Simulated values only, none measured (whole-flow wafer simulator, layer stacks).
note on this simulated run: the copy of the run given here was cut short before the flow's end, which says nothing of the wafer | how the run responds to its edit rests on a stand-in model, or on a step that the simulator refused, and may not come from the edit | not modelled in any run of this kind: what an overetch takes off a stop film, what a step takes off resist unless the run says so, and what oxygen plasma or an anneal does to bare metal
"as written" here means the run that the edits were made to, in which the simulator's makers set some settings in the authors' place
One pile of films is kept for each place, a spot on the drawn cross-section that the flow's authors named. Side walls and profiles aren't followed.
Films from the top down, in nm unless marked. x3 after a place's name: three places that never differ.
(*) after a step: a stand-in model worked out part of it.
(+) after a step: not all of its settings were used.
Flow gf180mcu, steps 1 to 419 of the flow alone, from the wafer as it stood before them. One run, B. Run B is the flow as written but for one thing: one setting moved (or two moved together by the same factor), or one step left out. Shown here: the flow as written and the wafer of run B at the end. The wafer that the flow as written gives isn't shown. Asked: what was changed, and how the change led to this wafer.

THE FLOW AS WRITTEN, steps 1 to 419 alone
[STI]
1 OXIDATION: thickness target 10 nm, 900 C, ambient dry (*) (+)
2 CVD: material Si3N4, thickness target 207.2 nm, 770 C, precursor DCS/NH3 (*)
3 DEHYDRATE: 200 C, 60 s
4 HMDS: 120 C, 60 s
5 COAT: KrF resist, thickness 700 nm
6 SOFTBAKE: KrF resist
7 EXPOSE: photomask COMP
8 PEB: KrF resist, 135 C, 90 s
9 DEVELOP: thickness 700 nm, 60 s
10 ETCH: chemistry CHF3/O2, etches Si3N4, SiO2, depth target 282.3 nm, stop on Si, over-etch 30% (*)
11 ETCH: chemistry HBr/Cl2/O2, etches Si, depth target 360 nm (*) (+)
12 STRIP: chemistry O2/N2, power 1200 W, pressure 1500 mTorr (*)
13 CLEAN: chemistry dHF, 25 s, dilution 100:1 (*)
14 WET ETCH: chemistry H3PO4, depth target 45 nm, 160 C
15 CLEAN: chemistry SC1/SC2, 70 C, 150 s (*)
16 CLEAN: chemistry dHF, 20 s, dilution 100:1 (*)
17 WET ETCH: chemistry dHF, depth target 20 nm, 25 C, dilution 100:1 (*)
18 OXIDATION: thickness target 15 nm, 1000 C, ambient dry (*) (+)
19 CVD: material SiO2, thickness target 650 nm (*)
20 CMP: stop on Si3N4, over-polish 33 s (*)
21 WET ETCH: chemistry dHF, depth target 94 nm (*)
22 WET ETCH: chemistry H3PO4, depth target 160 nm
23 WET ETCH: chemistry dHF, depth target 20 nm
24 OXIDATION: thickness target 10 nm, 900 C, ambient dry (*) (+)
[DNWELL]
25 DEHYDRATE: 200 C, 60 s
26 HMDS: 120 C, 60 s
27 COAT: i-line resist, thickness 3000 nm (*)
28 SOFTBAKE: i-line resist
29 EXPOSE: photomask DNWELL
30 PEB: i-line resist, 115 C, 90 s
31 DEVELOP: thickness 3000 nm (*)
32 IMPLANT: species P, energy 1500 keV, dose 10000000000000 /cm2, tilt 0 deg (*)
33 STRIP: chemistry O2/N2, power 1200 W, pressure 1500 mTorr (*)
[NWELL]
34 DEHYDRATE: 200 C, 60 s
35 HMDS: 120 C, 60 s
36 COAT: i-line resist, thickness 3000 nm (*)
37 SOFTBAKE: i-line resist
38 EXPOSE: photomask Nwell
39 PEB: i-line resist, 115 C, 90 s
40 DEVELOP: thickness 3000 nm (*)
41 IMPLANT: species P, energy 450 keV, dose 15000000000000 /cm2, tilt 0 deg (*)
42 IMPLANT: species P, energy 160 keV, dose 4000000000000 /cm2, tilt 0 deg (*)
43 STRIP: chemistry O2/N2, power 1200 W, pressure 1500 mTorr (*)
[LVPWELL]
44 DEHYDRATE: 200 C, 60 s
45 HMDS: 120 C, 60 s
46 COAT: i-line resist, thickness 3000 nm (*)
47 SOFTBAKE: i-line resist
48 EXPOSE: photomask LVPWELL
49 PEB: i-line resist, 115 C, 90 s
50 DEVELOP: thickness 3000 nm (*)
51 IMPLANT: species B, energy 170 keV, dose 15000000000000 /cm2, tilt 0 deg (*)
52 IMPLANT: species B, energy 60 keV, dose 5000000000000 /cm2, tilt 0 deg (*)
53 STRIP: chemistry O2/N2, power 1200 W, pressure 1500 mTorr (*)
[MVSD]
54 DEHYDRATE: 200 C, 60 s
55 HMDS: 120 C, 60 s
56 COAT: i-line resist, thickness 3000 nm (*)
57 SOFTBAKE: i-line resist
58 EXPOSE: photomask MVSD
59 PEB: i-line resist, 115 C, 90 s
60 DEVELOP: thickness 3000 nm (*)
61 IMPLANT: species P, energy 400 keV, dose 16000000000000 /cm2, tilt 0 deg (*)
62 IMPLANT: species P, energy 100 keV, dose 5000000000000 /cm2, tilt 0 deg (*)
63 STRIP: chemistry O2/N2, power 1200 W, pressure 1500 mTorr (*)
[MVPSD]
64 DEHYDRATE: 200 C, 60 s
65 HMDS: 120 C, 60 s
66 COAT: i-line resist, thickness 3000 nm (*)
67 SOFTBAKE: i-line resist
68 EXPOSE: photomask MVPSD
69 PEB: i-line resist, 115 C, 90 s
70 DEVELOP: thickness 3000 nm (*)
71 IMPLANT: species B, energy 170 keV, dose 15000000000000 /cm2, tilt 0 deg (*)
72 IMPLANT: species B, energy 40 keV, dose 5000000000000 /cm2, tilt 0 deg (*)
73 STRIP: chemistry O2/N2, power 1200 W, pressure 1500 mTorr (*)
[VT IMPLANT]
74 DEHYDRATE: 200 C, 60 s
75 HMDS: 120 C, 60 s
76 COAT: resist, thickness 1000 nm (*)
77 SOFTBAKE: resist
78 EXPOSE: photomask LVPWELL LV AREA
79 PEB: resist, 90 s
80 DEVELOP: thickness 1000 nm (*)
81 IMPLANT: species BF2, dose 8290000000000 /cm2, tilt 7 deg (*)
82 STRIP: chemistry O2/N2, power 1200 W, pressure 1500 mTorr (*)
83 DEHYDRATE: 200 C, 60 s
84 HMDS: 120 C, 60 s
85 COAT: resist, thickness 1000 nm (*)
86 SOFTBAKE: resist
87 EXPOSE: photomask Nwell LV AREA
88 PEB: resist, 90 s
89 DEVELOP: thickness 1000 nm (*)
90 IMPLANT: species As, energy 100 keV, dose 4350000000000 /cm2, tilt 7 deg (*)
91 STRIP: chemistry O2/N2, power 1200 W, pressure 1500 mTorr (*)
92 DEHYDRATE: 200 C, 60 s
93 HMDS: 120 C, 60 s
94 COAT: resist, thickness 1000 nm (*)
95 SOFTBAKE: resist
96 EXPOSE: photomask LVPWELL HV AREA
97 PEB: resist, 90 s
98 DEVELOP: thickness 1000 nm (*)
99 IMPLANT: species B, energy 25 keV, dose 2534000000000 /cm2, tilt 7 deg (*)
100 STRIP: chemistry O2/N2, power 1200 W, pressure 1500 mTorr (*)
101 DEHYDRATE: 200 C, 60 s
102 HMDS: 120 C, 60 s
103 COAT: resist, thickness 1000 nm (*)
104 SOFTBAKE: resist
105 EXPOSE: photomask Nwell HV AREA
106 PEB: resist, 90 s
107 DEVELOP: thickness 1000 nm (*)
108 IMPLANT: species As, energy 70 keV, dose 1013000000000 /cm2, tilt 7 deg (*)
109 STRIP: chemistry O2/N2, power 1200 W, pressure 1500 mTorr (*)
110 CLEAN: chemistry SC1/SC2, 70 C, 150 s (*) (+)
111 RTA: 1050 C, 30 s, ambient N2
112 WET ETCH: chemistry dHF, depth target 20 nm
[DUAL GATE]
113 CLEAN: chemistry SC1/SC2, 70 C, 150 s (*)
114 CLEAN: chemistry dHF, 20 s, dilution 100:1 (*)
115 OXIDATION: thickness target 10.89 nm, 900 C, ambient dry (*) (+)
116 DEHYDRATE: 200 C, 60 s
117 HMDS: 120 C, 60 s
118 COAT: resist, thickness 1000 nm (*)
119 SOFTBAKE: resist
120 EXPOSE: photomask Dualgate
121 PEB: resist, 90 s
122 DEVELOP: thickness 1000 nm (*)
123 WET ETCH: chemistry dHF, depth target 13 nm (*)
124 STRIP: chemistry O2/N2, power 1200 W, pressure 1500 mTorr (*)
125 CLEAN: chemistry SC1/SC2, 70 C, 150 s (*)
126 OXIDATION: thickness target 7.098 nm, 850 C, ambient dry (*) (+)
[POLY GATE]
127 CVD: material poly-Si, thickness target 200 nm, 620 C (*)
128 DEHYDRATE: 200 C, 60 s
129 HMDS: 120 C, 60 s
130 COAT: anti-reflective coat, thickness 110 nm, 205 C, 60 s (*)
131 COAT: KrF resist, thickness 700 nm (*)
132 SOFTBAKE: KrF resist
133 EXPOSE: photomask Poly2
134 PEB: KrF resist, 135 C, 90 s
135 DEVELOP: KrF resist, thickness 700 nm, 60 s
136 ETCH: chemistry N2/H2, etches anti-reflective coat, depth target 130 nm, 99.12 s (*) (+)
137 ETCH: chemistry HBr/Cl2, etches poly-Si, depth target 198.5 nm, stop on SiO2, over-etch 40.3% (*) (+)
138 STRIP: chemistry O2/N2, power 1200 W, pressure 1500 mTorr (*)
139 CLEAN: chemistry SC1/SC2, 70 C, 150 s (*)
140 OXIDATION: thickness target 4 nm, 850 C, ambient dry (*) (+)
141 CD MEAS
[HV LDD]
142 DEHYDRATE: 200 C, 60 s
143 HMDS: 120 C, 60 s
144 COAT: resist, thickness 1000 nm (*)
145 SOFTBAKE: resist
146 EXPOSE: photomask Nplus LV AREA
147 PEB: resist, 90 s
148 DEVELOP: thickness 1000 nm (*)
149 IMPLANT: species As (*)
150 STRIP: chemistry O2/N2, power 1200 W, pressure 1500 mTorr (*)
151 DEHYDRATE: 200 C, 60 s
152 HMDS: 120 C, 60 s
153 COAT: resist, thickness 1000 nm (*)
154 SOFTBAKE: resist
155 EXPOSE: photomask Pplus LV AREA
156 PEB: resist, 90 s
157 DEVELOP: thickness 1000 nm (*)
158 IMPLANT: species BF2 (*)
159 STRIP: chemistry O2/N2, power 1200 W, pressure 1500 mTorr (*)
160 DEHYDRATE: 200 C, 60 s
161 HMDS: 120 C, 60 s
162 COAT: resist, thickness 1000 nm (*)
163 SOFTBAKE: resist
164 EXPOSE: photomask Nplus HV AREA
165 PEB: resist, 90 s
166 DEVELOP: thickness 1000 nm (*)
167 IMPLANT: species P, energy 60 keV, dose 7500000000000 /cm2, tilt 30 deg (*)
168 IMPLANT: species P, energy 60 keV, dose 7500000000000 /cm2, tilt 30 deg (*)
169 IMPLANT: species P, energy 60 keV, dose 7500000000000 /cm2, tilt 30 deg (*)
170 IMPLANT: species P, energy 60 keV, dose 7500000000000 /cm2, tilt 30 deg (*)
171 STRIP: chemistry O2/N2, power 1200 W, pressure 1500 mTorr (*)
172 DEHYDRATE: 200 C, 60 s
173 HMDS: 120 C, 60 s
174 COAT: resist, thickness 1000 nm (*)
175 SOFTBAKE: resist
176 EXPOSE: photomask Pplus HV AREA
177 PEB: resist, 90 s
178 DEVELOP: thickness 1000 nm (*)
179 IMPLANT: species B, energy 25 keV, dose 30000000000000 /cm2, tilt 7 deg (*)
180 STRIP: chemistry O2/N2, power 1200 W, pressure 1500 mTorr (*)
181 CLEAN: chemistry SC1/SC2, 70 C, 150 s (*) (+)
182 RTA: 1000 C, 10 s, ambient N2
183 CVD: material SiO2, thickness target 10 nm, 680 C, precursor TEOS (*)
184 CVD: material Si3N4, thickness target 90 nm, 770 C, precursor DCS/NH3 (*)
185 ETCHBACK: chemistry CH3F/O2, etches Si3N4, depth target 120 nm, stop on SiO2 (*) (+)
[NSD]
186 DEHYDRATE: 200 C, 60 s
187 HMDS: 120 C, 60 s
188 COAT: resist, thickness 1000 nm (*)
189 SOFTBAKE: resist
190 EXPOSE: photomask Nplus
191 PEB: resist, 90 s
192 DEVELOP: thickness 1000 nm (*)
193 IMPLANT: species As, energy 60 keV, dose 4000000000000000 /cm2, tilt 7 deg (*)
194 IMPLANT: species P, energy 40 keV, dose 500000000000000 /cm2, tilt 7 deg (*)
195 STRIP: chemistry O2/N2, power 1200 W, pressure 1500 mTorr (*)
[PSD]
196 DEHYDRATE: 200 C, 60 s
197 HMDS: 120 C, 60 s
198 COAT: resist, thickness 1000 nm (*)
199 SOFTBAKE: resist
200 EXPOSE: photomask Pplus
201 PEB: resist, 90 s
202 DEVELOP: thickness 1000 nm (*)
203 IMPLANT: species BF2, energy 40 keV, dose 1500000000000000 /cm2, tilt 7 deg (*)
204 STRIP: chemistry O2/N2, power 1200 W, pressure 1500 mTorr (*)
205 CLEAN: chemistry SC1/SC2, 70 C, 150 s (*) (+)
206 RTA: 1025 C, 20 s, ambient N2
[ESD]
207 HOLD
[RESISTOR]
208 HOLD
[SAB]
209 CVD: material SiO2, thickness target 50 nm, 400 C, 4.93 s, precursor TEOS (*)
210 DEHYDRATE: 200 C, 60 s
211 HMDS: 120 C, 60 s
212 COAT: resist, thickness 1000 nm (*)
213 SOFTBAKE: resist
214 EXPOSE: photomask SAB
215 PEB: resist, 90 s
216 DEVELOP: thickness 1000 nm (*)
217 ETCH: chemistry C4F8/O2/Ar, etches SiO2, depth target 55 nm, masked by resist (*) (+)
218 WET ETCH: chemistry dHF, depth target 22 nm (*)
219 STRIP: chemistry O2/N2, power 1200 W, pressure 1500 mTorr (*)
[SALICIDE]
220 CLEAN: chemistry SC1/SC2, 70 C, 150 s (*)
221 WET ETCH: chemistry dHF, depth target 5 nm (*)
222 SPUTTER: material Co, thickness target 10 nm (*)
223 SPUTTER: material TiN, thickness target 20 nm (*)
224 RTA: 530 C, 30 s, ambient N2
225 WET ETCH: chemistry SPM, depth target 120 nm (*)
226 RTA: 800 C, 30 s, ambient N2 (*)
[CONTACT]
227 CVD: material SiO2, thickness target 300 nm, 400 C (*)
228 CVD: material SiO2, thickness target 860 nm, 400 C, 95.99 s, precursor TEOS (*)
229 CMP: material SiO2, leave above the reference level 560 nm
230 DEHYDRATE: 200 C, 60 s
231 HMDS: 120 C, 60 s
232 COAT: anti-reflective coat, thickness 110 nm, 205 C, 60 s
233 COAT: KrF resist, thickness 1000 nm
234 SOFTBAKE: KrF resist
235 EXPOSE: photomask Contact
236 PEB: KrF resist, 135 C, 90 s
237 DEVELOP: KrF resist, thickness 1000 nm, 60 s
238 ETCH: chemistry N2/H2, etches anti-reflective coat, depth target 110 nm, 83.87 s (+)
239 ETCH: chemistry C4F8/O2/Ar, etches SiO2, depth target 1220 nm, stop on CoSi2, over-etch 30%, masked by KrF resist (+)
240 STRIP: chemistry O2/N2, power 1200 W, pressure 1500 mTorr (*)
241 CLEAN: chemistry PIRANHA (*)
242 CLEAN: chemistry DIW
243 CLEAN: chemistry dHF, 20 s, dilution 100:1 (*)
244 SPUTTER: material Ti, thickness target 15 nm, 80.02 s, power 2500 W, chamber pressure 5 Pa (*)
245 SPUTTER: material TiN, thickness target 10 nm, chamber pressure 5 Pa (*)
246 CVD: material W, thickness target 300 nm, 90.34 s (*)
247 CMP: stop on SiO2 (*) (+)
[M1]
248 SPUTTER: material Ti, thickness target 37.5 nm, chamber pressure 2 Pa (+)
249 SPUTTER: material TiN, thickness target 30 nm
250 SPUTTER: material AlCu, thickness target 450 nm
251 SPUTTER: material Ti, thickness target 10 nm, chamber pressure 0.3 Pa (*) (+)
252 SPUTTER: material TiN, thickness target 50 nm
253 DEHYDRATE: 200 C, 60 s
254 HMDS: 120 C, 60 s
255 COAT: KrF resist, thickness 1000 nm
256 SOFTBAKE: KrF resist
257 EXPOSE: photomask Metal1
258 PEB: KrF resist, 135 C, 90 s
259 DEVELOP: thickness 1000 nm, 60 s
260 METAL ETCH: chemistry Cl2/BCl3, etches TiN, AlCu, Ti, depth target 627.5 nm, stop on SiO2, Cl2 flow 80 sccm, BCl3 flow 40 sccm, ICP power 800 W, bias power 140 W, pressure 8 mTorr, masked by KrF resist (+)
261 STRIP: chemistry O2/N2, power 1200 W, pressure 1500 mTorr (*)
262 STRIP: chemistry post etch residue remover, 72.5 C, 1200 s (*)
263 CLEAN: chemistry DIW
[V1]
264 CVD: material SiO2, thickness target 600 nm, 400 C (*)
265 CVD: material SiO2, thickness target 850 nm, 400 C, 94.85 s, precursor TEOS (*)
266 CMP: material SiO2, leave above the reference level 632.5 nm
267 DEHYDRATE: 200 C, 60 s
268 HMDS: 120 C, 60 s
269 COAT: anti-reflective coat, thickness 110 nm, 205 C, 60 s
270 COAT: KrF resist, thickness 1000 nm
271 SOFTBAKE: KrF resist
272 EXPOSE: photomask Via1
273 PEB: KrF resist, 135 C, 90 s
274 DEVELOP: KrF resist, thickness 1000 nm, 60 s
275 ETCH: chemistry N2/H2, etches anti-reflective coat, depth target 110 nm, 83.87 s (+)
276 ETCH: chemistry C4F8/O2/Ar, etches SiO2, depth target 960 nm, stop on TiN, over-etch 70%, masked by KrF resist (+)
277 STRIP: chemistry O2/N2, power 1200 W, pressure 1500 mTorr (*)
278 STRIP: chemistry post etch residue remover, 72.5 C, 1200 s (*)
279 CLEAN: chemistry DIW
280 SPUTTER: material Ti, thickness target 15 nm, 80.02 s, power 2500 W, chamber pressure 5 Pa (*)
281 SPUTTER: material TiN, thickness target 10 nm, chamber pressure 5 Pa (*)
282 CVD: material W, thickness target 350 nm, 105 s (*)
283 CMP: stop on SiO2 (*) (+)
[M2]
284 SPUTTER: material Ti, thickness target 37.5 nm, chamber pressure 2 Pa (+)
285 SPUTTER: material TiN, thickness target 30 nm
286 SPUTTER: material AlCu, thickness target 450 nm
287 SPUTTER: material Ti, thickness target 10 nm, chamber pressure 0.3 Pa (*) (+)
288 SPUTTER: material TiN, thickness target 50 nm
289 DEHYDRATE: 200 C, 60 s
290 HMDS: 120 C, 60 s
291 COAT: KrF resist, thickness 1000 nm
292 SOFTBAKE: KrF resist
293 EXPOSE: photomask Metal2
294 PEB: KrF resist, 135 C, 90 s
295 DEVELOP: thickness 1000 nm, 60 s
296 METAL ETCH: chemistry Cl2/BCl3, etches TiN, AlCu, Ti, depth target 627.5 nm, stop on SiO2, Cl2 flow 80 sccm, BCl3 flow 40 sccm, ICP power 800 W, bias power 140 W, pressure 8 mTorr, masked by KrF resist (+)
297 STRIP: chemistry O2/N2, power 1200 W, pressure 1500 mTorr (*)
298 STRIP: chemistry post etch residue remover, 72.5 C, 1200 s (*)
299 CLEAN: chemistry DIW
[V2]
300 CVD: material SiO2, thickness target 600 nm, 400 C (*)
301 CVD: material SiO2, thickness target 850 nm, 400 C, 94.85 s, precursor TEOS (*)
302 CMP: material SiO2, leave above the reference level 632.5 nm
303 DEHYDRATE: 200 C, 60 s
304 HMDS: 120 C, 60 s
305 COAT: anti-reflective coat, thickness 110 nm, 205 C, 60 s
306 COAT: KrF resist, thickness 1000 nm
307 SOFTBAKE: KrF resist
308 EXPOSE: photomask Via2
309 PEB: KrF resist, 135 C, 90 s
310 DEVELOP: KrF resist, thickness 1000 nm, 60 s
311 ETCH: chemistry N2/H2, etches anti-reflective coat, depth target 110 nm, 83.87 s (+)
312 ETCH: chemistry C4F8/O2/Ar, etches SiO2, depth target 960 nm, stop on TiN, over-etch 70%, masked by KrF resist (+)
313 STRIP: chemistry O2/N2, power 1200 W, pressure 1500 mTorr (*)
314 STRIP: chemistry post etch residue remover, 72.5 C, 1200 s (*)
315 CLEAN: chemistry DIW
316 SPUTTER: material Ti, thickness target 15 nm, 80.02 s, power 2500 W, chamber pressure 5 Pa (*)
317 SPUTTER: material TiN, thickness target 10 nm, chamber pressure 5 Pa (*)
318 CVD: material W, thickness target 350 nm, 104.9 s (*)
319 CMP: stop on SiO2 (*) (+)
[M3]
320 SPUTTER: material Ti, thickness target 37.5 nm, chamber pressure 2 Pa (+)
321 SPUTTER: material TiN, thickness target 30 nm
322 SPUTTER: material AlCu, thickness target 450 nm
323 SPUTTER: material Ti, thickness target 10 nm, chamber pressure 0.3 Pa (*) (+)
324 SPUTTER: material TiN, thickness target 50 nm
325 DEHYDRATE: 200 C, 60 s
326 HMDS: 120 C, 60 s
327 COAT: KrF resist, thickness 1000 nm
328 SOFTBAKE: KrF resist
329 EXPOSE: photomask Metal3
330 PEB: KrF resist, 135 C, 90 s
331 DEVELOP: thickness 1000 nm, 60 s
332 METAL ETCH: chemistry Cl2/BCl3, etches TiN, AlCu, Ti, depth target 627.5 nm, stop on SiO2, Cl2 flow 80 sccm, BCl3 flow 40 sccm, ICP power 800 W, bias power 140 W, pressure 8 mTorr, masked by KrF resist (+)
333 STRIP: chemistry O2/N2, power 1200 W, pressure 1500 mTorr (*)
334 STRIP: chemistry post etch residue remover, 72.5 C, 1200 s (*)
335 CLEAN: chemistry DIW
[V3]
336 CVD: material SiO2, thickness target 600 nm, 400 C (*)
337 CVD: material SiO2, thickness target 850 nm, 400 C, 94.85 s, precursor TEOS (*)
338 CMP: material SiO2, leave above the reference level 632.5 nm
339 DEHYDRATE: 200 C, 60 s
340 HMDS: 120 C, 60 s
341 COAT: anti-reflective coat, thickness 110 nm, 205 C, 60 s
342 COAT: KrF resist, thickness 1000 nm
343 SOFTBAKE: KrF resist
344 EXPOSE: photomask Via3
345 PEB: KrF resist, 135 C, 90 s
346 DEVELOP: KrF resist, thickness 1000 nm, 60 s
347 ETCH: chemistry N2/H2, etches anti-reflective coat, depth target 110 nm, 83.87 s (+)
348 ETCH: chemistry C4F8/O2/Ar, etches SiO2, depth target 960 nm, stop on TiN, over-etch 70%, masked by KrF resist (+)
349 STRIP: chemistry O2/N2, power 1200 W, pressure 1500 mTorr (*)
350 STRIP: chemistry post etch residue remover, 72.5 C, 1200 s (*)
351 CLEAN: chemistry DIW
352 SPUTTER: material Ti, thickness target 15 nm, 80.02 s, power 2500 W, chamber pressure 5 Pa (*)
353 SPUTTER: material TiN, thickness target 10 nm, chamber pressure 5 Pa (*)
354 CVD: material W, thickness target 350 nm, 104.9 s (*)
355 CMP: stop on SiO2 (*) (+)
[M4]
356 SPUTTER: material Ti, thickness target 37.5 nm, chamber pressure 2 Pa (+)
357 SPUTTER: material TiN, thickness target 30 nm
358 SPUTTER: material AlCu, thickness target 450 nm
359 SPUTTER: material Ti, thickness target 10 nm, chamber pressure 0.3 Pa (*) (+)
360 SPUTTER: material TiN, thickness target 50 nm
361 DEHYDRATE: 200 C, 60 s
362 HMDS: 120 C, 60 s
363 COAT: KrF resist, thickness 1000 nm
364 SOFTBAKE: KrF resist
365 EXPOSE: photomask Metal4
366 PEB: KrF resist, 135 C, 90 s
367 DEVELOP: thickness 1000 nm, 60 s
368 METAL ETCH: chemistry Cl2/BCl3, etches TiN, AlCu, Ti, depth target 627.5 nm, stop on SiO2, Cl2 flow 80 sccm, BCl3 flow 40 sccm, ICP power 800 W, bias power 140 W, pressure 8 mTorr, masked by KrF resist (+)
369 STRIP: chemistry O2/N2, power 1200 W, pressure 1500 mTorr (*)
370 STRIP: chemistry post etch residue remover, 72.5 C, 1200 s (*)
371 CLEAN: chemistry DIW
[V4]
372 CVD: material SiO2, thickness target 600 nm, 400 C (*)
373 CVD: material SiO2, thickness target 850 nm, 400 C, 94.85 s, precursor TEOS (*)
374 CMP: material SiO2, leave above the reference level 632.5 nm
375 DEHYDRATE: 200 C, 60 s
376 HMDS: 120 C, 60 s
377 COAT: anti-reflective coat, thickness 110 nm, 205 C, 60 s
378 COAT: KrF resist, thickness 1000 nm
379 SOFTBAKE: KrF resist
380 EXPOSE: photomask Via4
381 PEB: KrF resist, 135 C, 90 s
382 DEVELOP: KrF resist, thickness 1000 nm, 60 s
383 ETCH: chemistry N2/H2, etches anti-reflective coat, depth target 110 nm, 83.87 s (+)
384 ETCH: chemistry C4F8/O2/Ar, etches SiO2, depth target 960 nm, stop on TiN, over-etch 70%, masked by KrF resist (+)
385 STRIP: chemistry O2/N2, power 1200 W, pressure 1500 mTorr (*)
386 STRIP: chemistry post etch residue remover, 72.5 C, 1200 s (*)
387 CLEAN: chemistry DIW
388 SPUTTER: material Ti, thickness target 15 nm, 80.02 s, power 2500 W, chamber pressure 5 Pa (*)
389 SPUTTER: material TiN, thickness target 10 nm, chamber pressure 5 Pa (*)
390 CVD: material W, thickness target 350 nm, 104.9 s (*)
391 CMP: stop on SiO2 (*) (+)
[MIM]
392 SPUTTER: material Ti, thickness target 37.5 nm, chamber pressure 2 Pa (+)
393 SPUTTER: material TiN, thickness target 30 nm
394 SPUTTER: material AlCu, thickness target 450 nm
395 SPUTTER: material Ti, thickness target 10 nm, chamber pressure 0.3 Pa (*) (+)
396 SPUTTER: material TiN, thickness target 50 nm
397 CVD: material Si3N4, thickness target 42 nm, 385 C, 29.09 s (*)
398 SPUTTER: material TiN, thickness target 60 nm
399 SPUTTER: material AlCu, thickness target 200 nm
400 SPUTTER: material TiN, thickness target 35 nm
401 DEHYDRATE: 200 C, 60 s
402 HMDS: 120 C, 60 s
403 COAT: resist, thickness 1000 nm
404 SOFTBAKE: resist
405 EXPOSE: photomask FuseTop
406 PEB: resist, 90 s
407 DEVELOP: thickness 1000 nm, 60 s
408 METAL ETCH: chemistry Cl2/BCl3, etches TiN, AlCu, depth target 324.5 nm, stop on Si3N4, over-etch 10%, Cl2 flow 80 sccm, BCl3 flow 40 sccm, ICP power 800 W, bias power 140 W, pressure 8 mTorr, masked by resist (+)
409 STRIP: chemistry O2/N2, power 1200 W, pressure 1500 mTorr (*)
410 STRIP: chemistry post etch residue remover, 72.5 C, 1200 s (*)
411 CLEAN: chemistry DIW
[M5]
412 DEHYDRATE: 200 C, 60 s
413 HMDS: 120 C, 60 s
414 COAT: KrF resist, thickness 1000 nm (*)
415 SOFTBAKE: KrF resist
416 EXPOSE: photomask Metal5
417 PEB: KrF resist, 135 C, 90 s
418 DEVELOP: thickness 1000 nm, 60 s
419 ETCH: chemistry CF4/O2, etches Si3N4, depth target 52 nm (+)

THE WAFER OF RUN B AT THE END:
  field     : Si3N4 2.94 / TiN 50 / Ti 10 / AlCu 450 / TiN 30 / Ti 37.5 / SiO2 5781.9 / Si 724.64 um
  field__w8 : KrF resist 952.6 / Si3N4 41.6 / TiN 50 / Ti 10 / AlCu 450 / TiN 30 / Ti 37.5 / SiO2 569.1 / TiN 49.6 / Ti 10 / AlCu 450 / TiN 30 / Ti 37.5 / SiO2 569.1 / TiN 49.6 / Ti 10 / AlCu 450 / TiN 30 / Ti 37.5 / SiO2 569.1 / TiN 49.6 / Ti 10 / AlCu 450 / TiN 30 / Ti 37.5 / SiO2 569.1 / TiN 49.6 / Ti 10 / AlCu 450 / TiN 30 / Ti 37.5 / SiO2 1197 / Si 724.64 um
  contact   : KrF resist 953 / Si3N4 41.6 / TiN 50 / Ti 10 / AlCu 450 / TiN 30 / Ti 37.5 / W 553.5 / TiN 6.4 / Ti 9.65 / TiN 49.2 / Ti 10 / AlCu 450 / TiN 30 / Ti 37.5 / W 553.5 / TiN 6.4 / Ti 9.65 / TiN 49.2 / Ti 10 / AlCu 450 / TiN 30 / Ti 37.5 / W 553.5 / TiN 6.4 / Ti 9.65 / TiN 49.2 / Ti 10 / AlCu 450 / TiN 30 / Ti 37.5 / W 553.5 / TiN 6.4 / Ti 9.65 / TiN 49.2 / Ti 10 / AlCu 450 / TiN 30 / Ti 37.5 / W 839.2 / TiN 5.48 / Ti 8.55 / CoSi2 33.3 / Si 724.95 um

The cause: step 419, ETCH: depth target 38.7 nm was run, where the flow has depth target 52 nm.

How the change led to this, step by step:
  419 ETCH: chemistry CF4/O2, etches Si3N4, depth target 52 nm (+)
      field, field__w1, field__w2 and 101 more: Si3N4 -38.7 (as written it would be: Si3N4 -41.6 (all of it), TiN -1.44)
      field__w4, field__w8, contact, m1, m1__w1, mim, mim_1p0, m1_nw: KrF resist -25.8 (as written it would be: KrF resist -34.7)
